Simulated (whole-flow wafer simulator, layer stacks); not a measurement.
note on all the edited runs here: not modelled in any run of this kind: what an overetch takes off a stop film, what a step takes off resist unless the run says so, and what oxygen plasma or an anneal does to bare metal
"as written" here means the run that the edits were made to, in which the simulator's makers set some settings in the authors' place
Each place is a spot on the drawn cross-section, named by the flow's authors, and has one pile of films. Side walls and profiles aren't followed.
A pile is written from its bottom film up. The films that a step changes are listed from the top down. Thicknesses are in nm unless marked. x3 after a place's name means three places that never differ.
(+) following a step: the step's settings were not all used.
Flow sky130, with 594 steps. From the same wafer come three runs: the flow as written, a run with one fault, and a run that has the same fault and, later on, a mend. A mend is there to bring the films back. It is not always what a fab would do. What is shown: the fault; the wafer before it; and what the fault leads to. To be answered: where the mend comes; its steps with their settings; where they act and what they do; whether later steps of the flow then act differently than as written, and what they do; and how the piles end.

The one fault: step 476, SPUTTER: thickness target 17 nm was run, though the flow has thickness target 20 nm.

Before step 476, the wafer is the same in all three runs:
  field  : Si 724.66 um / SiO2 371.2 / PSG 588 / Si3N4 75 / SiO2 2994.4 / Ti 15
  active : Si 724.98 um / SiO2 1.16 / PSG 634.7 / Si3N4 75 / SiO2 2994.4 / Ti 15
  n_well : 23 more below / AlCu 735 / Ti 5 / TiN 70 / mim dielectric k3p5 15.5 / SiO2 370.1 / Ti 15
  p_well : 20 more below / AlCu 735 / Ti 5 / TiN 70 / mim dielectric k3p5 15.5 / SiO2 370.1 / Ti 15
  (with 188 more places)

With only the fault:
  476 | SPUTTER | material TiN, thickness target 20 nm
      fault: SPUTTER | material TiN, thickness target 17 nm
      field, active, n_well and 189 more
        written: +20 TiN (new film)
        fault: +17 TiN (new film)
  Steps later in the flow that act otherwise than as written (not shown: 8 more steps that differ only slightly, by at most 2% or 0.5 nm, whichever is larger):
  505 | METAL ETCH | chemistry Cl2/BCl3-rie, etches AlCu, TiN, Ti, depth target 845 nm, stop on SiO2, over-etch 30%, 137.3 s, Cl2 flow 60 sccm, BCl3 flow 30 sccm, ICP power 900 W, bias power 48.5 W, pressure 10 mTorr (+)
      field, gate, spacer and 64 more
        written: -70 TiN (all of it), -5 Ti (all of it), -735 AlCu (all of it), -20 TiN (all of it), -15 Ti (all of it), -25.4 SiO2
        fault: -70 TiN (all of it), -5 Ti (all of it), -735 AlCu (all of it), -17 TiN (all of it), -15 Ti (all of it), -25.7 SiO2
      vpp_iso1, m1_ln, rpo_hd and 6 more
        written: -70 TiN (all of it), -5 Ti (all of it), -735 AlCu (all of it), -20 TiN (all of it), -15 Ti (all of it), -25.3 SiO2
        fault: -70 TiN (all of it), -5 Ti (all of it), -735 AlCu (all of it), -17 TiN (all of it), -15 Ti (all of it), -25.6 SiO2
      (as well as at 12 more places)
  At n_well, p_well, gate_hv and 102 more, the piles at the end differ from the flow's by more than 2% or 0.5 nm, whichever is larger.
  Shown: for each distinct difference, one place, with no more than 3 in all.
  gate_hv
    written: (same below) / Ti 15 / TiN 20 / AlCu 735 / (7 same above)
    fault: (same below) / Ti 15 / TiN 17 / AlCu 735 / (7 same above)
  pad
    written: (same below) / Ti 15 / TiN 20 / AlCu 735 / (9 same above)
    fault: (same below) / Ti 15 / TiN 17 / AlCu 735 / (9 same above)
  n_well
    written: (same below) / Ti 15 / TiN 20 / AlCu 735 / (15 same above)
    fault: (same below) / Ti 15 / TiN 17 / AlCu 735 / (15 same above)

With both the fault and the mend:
  After step 476 comes the mend.
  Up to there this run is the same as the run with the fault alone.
  476a | SPUTTER | material TiN, thickness target 3 nm (the flow's step 476, run once more with other settings)
      field, active, n_well and 189 more
        +3 TiN
  Every later step of the flow that is run acts as written at every place that is followed.
  By the end, the piles equal the flow's at every place that both follow.
